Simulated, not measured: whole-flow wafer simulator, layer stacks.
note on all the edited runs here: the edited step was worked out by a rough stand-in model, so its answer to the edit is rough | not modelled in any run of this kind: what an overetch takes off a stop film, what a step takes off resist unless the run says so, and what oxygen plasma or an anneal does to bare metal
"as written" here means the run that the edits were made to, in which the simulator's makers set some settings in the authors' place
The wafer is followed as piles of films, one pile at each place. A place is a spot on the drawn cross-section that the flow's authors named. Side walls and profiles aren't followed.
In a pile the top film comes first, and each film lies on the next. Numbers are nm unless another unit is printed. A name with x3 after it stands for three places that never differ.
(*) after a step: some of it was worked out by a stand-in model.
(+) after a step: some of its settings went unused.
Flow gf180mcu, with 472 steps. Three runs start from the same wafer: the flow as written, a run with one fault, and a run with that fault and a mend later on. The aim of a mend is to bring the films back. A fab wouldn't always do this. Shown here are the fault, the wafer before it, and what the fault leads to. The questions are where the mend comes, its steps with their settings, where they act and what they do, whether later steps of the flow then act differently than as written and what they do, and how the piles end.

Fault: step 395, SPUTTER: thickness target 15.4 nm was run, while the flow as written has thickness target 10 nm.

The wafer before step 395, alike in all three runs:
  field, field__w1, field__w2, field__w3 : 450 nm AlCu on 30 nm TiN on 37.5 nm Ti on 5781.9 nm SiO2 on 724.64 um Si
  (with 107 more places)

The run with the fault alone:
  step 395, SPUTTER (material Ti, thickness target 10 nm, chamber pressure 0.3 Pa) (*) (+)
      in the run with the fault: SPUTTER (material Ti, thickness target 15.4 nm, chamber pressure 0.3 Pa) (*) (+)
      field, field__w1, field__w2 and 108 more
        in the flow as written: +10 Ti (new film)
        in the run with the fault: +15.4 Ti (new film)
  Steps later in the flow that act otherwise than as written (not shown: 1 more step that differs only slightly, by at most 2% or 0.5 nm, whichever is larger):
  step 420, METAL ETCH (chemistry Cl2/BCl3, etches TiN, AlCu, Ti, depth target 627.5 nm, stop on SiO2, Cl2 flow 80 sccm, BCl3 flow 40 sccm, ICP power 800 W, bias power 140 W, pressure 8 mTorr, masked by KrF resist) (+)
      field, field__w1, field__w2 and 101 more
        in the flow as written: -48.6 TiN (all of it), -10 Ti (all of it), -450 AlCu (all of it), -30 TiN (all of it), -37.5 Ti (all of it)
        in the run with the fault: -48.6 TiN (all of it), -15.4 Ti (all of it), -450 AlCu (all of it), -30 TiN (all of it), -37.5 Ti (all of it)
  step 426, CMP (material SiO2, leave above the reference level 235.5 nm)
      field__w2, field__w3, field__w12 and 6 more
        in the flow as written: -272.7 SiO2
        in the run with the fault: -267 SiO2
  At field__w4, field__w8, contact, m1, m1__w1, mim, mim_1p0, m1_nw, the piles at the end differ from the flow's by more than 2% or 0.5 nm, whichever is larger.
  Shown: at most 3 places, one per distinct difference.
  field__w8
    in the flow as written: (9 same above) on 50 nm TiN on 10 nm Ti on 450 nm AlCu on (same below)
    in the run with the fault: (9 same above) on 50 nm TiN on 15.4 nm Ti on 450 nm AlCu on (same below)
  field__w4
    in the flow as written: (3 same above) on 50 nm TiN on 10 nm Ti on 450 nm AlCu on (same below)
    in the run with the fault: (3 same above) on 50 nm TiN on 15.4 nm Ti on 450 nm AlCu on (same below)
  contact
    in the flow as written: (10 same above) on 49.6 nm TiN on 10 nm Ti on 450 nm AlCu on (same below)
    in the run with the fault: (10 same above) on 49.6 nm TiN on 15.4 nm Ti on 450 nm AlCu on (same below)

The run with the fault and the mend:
  After step 395 comes the mend.
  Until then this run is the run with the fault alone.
  step 395a, METAL ETCH (chemistry Cl2/BCl3, etches TiN, AlCu, Ti, depth target 5.4 nm, Cl2 flow 80 sccm, BCl3 flow 40 sccm, ICP power 800 W, bias power 140 W, pressure 8 mTorr) (the flow's step 260 again, with other settings)
      field, field__w1, field__w2 and 108 more
        -5.4 Ti
  Every later step of the flow that is run acts as written at every place that is followed.
  At every place that both follow, the piles at the end match the flow's.
